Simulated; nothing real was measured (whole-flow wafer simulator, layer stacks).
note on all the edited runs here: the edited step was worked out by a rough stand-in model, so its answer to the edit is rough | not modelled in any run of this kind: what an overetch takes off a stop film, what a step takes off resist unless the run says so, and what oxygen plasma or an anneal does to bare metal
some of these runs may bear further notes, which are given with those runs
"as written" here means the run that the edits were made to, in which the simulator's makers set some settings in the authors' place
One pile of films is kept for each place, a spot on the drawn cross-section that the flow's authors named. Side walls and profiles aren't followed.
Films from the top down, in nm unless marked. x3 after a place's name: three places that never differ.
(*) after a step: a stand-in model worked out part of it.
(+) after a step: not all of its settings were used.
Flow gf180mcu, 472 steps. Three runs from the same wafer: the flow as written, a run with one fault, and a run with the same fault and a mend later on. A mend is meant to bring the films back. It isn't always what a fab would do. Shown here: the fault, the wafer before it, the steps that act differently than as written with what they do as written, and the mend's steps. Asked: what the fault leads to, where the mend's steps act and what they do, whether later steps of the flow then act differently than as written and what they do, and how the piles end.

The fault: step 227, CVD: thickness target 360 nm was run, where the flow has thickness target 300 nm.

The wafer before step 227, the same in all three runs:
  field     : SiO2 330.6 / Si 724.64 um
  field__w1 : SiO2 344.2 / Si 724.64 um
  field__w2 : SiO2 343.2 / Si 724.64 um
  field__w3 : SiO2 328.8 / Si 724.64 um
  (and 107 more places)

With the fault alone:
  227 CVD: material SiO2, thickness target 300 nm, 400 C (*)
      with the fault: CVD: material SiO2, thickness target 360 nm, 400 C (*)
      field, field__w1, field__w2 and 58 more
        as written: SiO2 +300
        with the fault: SiO2 +360
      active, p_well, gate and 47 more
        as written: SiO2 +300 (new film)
        with the fault: SiO2 +360 (new film)
  Later steps of the flow that act differently than as written (2 more steps differ only slightly, by at most 2% or 0.5 nm, whichever is larger, and aren't shown):
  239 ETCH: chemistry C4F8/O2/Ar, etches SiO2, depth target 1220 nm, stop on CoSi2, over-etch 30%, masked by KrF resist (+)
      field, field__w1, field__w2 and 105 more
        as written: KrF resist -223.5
        with the fault: KrF resist -239.1
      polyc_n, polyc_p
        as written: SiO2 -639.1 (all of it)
        with the fault: SiO2 -699.1 (all of it)
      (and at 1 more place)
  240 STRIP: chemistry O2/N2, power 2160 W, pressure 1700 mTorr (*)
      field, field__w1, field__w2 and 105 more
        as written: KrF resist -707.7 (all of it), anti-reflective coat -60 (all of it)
        with the fault: KrF resist -692.1 (all of it), anti-reflective coat -60 (all of it)
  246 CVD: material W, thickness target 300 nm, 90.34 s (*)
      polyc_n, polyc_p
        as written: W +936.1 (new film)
        with the fault: W +996.1 (new film)
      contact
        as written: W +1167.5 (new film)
        with the fault: W +1228 (new film)
  At the end the piles differ from the flow's by more than 2% or 0.5 nm, whichever is larger, at field__w8, contact, m1 and 6 more.
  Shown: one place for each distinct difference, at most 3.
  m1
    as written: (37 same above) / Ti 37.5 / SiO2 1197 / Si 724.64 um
    with the fault: (37 same above) / Ti 37.5 / SiO2 1257 / Si 724.64 um
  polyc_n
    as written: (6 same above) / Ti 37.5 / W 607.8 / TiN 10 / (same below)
    with the fault: (6 same above) / Ti 37.5 / W 667.8 / TiN 10 / (same below)
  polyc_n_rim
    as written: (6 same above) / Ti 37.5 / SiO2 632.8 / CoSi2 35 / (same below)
    with the fault: (6 same above) / Ti 37.5 / SiO2 692.8 / CoSi2 35 / (same below)

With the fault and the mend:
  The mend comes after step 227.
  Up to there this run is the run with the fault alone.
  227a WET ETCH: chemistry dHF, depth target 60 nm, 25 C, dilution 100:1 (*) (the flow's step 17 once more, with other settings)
      field, field__w1, field__w2 and 108 more
        SiO2 -60
  No later step of the flow acts differently than as written at any place that is followed.
  At the end the piles are the same as the flow's at every place that both follow.
